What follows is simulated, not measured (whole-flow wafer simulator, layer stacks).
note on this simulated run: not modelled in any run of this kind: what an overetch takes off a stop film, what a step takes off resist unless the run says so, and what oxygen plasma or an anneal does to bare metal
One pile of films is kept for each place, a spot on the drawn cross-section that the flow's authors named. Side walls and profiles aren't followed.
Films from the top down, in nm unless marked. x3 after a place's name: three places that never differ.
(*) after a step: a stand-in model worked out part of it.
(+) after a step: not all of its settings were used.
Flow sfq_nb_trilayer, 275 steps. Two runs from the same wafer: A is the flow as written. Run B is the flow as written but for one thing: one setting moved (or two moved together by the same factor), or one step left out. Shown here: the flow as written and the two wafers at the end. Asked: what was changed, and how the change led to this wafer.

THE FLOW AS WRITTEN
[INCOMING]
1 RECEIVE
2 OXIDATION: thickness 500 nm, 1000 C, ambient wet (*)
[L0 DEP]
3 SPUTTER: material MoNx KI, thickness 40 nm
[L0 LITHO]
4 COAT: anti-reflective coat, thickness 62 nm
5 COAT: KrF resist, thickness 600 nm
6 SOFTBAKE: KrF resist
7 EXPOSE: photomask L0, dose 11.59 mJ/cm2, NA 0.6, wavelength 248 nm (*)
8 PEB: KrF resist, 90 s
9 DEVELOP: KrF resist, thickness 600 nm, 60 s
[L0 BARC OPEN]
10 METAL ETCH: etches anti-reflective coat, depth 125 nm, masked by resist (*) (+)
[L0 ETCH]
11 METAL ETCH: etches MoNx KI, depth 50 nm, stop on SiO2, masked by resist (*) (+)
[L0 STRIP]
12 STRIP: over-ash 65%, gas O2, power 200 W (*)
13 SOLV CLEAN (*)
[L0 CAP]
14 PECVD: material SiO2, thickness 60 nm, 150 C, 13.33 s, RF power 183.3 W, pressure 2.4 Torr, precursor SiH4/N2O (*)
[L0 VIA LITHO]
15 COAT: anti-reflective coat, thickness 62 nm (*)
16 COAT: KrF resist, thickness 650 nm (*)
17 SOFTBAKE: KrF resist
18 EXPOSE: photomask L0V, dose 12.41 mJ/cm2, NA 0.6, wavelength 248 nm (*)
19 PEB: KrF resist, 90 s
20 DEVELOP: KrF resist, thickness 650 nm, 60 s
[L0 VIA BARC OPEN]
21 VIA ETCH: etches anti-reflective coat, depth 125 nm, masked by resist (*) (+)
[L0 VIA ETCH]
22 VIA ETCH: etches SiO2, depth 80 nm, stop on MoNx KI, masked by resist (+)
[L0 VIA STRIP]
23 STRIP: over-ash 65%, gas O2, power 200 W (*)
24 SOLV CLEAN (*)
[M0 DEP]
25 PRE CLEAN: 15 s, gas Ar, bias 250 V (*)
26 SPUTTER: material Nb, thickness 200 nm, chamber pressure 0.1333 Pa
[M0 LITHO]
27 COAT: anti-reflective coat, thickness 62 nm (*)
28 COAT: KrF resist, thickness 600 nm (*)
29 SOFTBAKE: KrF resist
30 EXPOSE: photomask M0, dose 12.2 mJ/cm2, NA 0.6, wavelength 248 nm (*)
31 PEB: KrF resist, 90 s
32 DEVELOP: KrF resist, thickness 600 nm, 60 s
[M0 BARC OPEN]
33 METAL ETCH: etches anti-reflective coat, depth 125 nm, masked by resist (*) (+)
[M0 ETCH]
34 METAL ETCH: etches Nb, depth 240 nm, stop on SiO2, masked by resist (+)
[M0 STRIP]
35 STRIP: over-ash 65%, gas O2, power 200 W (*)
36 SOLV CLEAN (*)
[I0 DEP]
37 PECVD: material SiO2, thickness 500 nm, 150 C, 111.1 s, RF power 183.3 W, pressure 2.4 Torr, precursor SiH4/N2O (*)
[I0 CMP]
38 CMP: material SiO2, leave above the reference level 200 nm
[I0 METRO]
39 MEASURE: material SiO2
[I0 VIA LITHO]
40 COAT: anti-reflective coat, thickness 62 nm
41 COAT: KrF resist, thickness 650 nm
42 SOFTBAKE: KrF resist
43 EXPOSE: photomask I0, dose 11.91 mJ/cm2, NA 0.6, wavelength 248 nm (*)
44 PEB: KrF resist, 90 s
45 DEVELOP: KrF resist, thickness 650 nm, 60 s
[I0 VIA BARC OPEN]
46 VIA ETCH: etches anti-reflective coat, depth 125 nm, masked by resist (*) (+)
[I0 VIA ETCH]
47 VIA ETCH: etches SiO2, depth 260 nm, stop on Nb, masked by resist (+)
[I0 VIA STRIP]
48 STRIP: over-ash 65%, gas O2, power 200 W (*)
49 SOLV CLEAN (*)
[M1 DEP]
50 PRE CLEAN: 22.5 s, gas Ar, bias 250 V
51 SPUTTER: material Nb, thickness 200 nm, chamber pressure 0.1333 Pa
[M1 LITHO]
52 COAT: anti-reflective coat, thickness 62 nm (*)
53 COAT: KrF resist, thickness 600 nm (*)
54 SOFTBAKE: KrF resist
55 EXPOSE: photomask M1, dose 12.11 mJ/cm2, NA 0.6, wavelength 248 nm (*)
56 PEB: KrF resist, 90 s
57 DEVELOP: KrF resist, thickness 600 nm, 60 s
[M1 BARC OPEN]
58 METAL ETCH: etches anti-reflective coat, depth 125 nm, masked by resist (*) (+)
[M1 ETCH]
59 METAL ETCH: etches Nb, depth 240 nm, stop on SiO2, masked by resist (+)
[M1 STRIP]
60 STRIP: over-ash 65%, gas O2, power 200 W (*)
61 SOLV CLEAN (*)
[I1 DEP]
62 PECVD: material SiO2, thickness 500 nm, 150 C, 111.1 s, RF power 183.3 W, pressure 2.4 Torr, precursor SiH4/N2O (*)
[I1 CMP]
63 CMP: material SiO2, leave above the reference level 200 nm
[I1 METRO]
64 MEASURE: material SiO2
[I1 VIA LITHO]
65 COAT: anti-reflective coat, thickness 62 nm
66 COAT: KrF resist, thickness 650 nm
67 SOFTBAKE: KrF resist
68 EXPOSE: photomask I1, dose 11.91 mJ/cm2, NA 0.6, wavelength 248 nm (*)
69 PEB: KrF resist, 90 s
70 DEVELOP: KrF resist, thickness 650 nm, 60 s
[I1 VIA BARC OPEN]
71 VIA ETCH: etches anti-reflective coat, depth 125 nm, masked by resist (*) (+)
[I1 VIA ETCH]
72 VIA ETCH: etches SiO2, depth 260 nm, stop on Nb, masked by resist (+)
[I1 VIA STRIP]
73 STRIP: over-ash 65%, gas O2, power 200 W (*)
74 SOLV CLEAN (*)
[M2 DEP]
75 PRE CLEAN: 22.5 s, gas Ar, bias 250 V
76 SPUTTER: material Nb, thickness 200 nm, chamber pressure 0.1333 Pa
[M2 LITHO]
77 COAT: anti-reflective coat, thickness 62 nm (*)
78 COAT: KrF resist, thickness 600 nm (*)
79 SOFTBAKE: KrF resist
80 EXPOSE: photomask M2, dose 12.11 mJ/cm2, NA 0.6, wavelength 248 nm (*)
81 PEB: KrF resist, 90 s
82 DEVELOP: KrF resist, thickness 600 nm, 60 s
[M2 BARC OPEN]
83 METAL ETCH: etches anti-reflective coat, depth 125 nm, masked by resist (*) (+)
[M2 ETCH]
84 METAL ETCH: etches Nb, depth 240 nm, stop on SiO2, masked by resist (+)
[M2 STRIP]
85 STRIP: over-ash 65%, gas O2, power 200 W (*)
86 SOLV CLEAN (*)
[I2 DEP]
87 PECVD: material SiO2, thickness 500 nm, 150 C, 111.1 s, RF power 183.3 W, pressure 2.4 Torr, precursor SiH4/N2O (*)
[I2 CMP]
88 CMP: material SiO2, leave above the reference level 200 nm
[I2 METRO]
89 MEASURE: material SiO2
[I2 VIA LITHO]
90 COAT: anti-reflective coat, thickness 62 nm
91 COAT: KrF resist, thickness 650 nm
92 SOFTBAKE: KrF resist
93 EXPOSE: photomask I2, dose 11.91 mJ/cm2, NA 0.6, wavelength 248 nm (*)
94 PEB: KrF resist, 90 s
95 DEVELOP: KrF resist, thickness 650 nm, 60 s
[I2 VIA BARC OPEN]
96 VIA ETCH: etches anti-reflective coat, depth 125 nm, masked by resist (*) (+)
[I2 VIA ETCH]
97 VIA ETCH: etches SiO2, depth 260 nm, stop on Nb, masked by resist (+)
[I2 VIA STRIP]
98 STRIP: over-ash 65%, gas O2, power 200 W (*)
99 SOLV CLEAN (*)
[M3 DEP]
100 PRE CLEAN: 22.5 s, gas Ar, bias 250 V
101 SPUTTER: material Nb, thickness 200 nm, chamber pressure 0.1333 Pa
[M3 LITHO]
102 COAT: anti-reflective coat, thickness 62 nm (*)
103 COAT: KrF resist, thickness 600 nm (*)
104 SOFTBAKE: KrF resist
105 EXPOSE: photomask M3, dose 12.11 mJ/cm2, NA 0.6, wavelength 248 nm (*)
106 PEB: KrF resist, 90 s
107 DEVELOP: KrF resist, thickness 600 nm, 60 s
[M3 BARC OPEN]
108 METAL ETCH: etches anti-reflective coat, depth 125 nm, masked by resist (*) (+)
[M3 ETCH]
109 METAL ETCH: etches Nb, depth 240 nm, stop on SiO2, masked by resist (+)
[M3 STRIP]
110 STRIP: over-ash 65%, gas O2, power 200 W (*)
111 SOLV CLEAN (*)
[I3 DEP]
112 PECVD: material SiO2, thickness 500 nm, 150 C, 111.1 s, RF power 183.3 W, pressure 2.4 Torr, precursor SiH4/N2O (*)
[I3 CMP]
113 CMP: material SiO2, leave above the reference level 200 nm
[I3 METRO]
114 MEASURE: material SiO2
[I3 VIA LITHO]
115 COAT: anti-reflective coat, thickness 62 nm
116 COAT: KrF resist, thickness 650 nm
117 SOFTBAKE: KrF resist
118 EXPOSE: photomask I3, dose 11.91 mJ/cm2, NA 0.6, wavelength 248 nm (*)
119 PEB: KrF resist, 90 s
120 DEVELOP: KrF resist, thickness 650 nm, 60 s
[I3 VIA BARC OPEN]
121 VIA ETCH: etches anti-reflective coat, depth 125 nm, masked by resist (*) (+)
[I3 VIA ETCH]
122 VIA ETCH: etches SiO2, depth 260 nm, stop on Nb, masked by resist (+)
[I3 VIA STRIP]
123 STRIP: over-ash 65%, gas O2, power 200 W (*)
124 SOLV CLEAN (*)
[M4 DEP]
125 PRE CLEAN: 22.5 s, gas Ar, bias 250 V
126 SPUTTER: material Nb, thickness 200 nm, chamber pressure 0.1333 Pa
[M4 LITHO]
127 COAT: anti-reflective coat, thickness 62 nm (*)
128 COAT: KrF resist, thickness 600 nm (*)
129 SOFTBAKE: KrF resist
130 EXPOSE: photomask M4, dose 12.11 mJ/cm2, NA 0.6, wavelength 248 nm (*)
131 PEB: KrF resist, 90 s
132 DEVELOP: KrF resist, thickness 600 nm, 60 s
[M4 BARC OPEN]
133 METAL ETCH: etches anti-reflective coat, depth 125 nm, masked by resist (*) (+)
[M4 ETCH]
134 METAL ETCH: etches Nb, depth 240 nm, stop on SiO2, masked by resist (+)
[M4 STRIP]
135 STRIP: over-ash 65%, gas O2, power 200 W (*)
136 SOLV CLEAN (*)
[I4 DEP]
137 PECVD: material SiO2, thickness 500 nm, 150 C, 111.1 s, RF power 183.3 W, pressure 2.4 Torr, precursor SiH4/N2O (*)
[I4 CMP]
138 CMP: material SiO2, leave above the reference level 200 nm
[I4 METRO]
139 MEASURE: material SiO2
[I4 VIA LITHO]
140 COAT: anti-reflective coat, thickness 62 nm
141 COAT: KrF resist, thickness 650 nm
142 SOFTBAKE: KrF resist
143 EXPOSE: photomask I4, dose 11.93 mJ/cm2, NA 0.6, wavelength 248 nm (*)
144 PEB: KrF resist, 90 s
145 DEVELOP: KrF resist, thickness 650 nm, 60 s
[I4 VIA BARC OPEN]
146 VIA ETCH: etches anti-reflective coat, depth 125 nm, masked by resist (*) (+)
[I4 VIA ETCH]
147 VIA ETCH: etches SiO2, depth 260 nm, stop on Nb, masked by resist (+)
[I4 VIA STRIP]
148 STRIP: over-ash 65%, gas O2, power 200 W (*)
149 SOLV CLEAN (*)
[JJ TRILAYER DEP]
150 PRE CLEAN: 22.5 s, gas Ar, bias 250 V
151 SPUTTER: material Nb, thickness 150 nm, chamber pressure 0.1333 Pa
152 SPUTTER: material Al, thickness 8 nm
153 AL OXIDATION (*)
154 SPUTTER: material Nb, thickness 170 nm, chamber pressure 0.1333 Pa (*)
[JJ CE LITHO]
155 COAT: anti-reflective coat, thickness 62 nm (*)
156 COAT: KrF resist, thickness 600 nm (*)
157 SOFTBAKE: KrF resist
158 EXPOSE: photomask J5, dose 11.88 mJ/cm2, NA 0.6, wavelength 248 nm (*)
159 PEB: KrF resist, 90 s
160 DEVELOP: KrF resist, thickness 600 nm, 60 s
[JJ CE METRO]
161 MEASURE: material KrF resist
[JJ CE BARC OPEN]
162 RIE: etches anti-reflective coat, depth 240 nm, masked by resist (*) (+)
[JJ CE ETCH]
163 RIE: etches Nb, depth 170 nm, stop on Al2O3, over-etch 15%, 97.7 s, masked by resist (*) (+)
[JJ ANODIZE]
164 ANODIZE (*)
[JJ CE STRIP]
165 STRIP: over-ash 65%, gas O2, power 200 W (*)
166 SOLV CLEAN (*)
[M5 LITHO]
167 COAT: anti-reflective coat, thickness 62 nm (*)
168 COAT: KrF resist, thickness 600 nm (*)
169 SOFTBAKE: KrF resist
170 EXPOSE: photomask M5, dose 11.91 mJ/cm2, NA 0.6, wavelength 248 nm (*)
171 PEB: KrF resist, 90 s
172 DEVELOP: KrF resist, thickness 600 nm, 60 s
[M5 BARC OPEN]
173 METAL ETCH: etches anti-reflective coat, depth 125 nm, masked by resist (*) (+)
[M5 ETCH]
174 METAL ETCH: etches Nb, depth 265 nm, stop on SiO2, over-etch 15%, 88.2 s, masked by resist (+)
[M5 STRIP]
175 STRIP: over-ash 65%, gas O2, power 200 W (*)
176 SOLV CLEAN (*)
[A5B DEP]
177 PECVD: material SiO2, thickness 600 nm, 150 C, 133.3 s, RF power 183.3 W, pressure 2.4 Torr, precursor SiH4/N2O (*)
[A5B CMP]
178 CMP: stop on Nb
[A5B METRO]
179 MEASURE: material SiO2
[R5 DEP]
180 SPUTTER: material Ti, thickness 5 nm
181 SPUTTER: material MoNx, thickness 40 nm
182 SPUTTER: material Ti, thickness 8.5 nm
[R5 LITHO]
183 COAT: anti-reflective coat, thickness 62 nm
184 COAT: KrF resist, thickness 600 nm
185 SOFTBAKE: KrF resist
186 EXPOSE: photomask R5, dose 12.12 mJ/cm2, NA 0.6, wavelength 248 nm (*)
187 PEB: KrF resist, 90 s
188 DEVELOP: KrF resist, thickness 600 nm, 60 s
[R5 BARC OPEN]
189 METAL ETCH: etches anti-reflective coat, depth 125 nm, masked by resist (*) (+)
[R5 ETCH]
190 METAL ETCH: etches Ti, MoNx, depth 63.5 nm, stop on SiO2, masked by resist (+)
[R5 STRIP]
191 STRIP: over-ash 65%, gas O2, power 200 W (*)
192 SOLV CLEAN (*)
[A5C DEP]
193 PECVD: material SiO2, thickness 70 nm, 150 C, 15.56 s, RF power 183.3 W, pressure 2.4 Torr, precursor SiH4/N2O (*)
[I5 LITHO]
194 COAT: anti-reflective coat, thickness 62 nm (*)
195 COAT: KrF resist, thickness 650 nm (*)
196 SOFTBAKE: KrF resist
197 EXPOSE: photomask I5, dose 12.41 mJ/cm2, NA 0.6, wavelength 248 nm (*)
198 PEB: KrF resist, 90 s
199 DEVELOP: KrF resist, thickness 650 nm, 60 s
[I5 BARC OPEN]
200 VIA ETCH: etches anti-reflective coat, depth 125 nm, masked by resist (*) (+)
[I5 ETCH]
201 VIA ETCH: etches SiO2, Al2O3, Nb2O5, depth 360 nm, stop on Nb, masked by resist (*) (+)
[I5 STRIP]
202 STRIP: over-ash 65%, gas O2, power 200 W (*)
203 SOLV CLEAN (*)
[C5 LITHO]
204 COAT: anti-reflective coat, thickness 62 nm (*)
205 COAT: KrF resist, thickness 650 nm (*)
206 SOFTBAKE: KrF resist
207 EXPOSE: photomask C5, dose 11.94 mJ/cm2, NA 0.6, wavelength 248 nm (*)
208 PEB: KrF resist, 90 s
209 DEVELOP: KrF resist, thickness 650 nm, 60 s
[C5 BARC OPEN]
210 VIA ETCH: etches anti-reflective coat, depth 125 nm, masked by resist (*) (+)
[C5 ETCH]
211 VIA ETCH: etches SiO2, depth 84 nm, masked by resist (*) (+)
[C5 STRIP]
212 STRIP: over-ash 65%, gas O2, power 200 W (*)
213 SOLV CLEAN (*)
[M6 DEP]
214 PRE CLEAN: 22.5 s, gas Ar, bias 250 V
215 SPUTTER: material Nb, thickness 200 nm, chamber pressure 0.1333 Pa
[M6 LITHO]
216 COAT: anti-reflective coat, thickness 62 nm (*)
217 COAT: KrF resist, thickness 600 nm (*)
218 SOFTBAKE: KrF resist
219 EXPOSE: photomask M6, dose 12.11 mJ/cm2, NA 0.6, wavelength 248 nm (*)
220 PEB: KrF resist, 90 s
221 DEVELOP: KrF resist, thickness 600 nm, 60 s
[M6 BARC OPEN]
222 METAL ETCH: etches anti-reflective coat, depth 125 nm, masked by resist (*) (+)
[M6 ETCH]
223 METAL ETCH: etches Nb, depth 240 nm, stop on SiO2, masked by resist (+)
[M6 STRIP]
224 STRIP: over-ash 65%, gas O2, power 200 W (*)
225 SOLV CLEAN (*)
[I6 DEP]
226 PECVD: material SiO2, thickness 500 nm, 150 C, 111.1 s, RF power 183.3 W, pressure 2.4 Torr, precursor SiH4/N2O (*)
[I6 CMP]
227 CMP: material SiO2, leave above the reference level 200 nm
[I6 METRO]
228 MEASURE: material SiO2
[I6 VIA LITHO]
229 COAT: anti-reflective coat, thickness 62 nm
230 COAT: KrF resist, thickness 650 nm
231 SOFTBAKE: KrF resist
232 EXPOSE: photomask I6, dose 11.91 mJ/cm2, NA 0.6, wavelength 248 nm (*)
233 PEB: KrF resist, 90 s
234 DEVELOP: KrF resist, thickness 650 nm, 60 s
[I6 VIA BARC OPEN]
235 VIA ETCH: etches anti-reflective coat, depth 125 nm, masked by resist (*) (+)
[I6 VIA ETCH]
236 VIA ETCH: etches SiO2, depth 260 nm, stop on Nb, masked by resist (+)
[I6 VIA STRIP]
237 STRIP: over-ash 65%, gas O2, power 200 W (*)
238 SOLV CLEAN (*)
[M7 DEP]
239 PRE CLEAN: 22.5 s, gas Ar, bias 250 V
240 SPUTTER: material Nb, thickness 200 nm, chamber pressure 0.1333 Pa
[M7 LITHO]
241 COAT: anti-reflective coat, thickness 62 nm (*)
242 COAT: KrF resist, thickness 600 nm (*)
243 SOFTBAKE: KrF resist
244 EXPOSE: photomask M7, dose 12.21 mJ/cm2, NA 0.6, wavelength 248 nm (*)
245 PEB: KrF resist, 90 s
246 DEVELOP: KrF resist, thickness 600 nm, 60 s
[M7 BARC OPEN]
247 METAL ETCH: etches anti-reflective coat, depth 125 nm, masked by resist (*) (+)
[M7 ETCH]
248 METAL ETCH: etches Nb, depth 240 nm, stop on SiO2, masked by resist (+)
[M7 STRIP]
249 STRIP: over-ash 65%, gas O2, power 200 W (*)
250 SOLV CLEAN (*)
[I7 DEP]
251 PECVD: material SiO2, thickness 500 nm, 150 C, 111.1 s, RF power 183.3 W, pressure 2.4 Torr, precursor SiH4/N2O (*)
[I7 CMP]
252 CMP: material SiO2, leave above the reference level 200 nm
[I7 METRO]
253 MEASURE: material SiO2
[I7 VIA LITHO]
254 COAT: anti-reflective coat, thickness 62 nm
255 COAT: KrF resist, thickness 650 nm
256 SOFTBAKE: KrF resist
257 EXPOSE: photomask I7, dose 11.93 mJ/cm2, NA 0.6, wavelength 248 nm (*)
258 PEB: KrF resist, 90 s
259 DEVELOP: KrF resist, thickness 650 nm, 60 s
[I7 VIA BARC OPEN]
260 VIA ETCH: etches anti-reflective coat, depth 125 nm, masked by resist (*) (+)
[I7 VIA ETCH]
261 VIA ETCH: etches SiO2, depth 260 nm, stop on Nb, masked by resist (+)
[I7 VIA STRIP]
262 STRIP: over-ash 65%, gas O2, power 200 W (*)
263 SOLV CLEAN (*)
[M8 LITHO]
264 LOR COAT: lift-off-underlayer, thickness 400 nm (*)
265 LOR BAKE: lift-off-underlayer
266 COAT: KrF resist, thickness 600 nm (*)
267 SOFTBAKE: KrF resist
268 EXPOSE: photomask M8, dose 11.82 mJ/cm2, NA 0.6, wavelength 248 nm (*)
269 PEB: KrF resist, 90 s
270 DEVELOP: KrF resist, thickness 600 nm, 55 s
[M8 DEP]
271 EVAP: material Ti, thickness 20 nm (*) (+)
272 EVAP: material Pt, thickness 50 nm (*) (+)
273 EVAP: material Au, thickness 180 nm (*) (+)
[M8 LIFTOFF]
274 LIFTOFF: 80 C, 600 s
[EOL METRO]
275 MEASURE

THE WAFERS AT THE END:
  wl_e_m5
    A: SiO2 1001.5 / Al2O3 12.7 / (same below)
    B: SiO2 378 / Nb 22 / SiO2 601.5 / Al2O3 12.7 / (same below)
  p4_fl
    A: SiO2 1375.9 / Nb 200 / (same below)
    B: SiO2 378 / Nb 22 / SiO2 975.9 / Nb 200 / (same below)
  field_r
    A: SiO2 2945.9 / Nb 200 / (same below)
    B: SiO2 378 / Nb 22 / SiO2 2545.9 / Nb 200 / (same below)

The cause: step 248, METAL ETCH: depth 178 nm was run, where the flow has depth 240 nm.

How the change led to this, step by step:
  248 METAL ETCH: etches Nb, depth 240 nm, stop on SiO2, masked by resist (+)
      field_l, field_r, lsp_l and 62 more: A Nb -200 (all of it) | B Nb -178
      v_sur, via_wl, via_w and 38 more: A KrF resist -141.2 | B KrF resist -104.7
  249 STRIP: over-ash 65%, gas O2, power 200 W (*)
      wl_j_sl, wl_jj, wl_j_sr and 14 more: A KrF resist -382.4 (all of it), anti-reflective coat -62 (all of it) | B KrF resist -418.9 (all of it), anti-reflective coat -62 (all of it)
      ln_m5, lsp_m, ln_m6, lsp_r: A KrF resist -381.9 (all of it), anti-reflective coat -61.8 (all of it) | B KrF resist -418.4 (all of it), anti-reflective coat -61.8 (all of it)
      (and at 20 more places)
  251 PECVD: material SiO2, thickness 500 nm, 150 C, 111.1 s, RF power 183.3 W, pressure 2.4 Torr, precursor SiH4/N2O (*)
      field_l, p4_fl, p4_fm and 56 more: A SiO2 +500 | B SiO2 +500 (new film)
      field_r, lsp_l: A SiO2 +477.7 | B SiO2 +480.1 (new film)
      (and at 4 more places)
  252 CMP: material SiO2, leave above the reference level 200 nm
      field_l, p4_fl, p4_fm and 56 more: A SiO2 -100 | B SiO2 -122
      field_r, lsp_l: A SiO2 -77.7 | B SiO2 -102.1
      (and at 2 more places)
Counting metal films that touch as one body, wl_e_m5 has 7 bodies (between them, from the top down: SiO2 601.5 / Al2O3 12.7 / Nb2O5 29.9; SiO2 192.5; SiO2 192.5; SiO2 192.5; SiO2 192.5; SiO2 192.5); the flow as written gives 6 bodies (between them, from the top down: SiO2 192.5; SiO2 192.5; SiO2 192.5; SiO2 192.5; SiO2 192.5).
Counting metal films that touch as one body, p4_fl has 3 bodies (between them, from the top down: SiO2 975.9; SiO2 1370); the flow as written gives 2 bodies (between them, from the top down: SiO2 1370).
Counting metal films that touch as one body, field_r has 2 bodies (between them, from the top down: SiO2 2545.9); the flow as written gives 1 body.
